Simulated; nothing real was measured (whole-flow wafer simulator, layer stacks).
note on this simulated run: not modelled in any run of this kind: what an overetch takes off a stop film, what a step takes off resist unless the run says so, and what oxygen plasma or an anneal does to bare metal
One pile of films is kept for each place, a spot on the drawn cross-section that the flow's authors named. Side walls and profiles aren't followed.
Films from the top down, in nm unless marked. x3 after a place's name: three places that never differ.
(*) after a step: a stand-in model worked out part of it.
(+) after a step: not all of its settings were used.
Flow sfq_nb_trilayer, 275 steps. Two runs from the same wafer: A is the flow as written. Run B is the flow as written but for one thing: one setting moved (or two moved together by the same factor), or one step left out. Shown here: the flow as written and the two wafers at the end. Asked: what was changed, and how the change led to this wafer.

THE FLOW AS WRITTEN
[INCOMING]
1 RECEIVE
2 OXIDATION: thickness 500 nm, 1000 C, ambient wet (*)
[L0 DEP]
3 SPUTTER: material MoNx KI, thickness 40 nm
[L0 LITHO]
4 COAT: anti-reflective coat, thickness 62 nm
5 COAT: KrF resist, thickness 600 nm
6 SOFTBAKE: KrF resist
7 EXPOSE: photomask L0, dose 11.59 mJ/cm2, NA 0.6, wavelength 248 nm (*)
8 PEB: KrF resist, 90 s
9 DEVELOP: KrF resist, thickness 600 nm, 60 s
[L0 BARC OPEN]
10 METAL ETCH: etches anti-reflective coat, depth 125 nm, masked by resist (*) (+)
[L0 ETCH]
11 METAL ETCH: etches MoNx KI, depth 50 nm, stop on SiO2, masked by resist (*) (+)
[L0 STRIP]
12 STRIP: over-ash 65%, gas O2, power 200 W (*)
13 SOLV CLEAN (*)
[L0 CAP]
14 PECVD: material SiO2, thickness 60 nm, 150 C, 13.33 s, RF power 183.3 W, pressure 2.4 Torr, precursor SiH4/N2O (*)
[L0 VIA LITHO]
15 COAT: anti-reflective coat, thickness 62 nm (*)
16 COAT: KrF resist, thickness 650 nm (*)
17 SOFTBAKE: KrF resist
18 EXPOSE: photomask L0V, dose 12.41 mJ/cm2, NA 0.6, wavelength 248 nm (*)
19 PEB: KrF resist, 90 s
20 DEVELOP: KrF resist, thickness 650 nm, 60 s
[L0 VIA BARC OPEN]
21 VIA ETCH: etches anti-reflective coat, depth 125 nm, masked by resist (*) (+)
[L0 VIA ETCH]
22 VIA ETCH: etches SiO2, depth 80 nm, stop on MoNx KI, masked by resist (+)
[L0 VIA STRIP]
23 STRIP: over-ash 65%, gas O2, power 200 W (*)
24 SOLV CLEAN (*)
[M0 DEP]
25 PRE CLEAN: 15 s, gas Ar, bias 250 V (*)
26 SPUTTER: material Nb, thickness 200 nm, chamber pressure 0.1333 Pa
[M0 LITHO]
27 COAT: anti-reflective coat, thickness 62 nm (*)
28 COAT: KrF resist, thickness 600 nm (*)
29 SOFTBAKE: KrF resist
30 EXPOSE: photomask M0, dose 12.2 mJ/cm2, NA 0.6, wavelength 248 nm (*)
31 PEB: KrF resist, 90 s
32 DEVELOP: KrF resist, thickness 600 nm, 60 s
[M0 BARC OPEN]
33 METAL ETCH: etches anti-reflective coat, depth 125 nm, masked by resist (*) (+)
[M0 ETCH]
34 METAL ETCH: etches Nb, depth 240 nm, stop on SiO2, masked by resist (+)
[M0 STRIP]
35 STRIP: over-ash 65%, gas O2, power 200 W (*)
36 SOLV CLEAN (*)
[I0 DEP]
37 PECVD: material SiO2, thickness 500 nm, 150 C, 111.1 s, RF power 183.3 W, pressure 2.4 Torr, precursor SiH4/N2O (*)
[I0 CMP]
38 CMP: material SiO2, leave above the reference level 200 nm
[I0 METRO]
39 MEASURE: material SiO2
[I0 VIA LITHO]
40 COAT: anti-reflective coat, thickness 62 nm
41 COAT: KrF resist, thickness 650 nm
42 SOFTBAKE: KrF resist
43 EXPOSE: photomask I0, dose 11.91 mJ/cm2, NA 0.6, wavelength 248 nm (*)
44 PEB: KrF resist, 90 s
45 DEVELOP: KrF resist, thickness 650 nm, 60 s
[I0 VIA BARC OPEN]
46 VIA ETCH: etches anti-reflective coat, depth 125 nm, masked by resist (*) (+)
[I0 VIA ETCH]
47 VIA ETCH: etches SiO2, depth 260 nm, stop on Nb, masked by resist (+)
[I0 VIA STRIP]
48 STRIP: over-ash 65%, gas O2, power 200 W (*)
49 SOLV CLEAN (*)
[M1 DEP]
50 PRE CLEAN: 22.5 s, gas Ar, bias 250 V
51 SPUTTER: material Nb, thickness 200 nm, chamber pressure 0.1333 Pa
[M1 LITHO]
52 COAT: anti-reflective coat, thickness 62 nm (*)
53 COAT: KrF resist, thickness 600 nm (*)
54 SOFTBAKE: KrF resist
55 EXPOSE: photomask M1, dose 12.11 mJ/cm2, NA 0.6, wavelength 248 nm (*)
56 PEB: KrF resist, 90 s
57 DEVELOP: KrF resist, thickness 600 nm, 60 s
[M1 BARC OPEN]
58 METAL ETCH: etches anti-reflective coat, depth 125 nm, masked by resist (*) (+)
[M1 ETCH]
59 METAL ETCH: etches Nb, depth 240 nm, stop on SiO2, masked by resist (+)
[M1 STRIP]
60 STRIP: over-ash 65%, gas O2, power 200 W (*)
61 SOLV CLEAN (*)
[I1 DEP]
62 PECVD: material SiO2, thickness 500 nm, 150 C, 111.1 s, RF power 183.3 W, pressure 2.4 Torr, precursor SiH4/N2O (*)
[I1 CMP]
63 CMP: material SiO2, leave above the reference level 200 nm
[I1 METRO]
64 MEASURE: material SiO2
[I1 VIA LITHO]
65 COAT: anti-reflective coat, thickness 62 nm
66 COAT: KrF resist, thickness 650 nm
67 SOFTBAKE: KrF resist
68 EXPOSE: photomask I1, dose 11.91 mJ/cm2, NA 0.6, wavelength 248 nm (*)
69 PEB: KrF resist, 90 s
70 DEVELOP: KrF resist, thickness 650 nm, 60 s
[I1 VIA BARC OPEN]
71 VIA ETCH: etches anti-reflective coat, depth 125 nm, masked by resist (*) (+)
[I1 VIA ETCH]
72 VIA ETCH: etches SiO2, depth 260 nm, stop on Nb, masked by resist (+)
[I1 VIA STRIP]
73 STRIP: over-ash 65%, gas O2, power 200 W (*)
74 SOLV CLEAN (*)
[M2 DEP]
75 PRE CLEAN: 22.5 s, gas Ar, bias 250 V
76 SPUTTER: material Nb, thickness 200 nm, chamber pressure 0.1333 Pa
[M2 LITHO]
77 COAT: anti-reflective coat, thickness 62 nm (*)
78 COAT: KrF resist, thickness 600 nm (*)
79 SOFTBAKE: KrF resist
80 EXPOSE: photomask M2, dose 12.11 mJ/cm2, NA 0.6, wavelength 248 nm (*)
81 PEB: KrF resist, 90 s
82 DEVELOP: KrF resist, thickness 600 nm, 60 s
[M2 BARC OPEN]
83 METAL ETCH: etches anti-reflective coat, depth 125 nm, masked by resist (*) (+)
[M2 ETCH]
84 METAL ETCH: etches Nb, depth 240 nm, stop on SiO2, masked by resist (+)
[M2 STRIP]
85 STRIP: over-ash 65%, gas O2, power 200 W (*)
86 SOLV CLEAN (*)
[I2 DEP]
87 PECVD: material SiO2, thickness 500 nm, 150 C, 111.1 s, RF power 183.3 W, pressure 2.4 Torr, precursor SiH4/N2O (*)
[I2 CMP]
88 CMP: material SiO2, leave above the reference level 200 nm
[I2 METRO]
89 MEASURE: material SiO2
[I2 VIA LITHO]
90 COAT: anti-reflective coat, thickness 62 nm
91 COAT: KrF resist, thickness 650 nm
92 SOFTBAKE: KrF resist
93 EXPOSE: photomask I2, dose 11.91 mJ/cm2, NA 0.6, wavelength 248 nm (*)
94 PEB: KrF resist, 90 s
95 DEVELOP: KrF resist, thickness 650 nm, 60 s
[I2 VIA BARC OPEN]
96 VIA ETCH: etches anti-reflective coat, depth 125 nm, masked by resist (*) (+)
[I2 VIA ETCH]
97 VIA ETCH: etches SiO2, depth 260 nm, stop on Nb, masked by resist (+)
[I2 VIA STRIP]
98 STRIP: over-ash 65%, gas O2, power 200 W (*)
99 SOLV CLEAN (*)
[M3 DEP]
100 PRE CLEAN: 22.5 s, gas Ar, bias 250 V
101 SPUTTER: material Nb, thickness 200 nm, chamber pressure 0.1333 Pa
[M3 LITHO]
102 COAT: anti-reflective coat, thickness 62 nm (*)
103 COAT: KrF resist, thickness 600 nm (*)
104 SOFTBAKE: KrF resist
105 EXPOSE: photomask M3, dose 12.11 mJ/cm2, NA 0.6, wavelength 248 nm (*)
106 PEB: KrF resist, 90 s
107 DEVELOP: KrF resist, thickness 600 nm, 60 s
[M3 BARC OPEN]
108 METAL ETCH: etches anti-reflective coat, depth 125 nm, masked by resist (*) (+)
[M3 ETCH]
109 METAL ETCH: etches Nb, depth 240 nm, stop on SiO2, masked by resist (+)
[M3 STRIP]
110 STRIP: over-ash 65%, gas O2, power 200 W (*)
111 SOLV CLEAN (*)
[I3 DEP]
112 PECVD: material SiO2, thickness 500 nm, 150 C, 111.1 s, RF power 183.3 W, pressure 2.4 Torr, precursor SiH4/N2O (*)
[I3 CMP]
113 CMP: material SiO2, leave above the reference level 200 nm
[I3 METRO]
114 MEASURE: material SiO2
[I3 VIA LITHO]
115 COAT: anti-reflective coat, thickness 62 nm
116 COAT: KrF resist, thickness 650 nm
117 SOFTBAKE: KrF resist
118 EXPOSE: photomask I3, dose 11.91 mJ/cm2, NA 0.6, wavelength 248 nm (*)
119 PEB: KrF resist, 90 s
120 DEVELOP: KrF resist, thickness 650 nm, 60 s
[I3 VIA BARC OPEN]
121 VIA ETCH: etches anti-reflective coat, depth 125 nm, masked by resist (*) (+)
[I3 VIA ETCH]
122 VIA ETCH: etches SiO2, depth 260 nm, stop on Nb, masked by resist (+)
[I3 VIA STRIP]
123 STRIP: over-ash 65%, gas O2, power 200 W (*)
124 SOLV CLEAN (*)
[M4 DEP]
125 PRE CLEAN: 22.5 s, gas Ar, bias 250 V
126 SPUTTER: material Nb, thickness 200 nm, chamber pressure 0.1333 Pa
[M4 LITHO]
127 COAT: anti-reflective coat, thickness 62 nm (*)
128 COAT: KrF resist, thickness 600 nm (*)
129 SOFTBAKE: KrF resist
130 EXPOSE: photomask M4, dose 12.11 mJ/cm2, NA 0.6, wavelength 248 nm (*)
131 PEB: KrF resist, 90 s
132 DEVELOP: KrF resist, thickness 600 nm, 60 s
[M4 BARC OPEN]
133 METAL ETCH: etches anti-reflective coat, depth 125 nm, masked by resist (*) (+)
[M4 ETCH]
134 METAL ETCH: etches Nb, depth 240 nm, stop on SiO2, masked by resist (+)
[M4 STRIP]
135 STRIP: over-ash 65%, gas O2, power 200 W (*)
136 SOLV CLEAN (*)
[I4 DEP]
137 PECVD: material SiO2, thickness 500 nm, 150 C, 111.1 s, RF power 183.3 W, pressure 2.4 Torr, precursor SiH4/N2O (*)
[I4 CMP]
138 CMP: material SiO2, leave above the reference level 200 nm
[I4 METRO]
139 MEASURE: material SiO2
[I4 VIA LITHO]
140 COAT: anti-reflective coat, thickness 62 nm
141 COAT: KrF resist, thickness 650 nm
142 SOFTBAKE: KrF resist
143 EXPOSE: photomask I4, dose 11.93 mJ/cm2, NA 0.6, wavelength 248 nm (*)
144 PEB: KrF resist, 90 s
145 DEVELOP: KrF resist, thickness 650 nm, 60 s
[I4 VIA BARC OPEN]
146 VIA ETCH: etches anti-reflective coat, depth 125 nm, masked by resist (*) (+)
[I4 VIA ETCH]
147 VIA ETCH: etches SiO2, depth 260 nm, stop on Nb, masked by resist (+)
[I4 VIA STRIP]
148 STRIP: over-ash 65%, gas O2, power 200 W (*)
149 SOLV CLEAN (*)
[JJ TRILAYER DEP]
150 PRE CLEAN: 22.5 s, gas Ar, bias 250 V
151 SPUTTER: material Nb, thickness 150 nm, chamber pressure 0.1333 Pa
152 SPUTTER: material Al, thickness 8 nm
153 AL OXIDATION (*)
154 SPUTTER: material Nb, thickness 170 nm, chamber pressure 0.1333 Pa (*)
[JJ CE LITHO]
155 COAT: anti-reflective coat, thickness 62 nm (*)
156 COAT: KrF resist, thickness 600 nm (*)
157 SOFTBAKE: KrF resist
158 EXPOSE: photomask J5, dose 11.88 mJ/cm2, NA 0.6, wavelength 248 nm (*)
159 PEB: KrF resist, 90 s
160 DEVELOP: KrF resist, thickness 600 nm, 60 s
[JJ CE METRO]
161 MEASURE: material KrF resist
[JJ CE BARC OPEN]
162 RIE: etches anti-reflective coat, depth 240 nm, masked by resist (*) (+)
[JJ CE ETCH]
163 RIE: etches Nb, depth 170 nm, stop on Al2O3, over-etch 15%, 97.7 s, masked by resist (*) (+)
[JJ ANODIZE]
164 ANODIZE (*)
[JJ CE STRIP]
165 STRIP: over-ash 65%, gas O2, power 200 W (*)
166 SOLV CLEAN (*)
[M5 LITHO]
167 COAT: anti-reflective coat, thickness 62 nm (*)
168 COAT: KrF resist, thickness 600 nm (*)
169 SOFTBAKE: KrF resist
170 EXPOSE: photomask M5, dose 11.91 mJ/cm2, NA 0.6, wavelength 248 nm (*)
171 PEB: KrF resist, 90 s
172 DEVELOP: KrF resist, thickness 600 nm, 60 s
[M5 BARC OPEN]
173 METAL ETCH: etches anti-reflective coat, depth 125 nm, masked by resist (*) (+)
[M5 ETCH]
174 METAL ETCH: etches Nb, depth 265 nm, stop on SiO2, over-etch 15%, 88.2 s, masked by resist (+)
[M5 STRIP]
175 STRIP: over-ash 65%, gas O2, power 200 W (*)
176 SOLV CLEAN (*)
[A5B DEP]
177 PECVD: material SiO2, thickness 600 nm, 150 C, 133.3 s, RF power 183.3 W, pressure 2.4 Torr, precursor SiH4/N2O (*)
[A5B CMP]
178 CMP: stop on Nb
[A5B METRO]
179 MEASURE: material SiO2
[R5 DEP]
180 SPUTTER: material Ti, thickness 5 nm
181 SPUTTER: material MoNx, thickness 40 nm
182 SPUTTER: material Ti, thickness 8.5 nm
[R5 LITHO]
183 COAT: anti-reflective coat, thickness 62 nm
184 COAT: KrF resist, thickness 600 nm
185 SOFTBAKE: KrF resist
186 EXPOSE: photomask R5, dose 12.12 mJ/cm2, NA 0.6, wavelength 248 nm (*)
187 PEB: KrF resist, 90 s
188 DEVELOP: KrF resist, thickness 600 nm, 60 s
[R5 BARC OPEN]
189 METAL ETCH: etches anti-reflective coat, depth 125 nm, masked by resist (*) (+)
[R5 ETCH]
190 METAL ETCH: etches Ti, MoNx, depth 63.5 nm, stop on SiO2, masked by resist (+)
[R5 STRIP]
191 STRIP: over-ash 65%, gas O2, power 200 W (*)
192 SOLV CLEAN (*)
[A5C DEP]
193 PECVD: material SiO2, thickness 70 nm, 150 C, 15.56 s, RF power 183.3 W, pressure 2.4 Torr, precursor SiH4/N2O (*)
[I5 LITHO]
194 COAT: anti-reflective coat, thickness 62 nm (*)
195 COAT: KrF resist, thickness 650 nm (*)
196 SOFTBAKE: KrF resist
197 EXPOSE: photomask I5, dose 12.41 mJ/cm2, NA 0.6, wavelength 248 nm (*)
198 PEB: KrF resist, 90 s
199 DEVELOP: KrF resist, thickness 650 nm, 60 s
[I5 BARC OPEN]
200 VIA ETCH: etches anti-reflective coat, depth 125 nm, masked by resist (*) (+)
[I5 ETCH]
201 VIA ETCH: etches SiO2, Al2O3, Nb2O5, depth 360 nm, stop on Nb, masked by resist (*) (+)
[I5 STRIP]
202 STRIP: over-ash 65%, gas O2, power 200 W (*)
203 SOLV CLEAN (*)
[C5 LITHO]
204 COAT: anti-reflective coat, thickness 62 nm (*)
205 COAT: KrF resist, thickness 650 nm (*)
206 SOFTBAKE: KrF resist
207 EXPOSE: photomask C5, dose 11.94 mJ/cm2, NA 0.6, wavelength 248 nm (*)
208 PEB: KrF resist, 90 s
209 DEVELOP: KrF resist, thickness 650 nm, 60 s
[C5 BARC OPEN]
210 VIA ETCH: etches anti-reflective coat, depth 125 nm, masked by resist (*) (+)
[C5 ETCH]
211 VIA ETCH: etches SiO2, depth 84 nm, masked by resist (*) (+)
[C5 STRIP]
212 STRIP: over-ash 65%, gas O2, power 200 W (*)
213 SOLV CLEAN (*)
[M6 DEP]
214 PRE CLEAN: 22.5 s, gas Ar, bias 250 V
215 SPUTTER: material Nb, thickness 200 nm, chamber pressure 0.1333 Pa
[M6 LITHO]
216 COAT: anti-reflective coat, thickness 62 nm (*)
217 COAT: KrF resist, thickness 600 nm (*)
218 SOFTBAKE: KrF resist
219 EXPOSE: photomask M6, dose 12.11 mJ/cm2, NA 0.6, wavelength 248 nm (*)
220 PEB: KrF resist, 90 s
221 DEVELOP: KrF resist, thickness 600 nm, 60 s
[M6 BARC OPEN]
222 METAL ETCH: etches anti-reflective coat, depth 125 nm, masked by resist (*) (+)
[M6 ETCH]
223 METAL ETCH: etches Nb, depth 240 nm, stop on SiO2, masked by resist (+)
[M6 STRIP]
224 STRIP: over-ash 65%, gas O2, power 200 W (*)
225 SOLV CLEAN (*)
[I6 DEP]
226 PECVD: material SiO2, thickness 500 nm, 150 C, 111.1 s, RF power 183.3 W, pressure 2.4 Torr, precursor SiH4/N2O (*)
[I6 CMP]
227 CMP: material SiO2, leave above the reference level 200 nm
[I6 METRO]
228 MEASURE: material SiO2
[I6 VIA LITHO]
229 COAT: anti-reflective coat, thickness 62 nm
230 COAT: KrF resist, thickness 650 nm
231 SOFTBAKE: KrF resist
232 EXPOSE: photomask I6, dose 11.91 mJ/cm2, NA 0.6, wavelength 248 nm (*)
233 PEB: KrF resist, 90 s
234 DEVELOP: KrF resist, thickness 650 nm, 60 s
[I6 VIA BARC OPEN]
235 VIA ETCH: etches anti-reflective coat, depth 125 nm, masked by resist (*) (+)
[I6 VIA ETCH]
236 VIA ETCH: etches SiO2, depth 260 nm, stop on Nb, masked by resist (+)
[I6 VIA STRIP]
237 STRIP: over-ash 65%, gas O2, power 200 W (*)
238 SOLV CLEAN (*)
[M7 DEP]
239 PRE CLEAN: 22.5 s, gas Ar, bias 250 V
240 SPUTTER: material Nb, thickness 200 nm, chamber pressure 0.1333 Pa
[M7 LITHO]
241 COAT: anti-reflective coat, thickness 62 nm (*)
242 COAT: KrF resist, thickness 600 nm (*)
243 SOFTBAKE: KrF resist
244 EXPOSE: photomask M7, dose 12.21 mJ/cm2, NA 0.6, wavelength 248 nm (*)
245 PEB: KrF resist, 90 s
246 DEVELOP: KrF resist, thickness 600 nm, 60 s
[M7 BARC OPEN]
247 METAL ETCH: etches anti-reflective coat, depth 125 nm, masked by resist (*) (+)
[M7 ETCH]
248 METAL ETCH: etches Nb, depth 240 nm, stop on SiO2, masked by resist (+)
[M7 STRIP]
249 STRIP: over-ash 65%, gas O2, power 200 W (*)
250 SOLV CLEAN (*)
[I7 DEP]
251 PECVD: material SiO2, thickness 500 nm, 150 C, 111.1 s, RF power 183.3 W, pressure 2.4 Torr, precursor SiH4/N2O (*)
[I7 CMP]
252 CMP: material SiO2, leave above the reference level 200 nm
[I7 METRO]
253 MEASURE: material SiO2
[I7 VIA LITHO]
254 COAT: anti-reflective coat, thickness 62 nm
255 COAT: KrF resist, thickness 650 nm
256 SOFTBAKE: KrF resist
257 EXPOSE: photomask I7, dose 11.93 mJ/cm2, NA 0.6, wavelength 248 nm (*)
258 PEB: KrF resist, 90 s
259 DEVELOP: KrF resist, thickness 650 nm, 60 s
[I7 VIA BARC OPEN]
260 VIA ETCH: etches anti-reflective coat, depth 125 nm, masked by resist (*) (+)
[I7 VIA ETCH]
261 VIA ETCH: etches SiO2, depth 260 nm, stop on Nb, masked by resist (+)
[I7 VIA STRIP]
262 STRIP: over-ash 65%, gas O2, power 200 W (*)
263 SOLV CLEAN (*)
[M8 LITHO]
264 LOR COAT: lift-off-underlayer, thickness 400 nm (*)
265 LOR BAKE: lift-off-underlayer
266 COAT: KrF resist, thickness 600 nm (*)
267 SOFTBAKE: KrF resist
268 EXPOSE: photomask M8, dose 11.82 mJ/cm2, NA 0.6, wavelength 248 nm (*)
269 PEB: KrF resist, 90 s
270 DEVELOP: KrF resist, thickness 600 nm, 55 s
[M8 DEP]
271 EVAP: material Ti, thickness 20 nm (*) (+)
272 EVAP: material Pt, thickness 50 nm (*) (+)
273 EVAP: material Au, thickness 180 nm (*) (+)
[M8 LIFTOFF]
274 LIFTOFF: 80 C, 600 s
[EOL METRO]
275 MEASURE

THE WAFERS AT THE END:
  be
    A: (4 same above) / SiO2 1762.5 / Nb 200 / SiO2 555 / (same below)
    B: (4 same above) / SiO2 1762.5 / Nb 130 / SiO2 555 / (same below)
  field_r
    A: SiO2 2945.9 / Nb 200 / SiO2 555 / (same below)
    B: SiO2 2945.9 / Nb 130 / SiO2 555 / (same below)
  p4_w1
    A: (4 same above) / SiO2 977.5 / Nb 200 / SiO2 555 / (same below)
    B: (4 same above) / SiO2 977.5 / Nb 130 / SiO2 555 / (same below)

The cause: step 26, SPUTTER: thickness 130 nm was run, where the flow has thickness 200 nm.
It can be read off the wafer: be has Nb 130, and step 26 as written asks for 200 nm.

How the change led to this, step by step:
  26 SPUTTER: material Nb, thickness 200 nm, chamber pressure 0.1333 Pa
      field_l, via_wl, via_w and 100 more: A Nb +200 (new film) | B Nb +130 (new film)
      v_sur: A Nb +200 (new film) | B Nb +126.6 (new film)
      (and at 2 more places)
  27 COAT: anti-reflective coat, thickness 62 nm (*)
      v_sur: A anti-reflective coat +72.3 (new film) | B anti-reflective coat +74 (new film)
  34 METAL ETCH: etches Nb, depth 240 nm, stop on SiO2, masked by resist (+)
      field_l, v_sur, via_wl and 100 more: A KrF resist -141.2 | B KrF resist -114.7
      moat, m0r_space_l, m0r_space_r: A Nb -200 (all of it) | B Nb -130 (all of it)
  35 STRIP: over-ash 65%, gas O2, power 200 W (*)
      p4_fl, p4_fm, p4_w1 and 68 more: A KrF resist -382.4 (all of it), anti-reflective coat -62 (all of it) | B KrF resist -408.9 (all of it), anti-reflective coat -62 (all of it)
      c5j, ce_r, sp_r, be_r, r_sur, res: A KrF resist -389 (all of it), anti-reflective coat -63.6 (all of it) | B KrF resist -415.4 (all of it), anti-reflective coat -63.6 (all of it)
      (and at 26 more places)
  37 PECVD: material SiO2, thickness 500 nm, 150 C, 111.1 s, RF power 183.3 W, pressure 2.4 Torr, precursor SiH4/N2O (*)
      moat, m0r_space_l, m0r_space_r: A SiO2 +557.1 | B SiO2 +500
  38 CMP: material SiO2, leave above the reference level 200 nm
      moat, m0r_space_l, m0r_space_r: A SiO2 -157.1 | B SiO2 -170
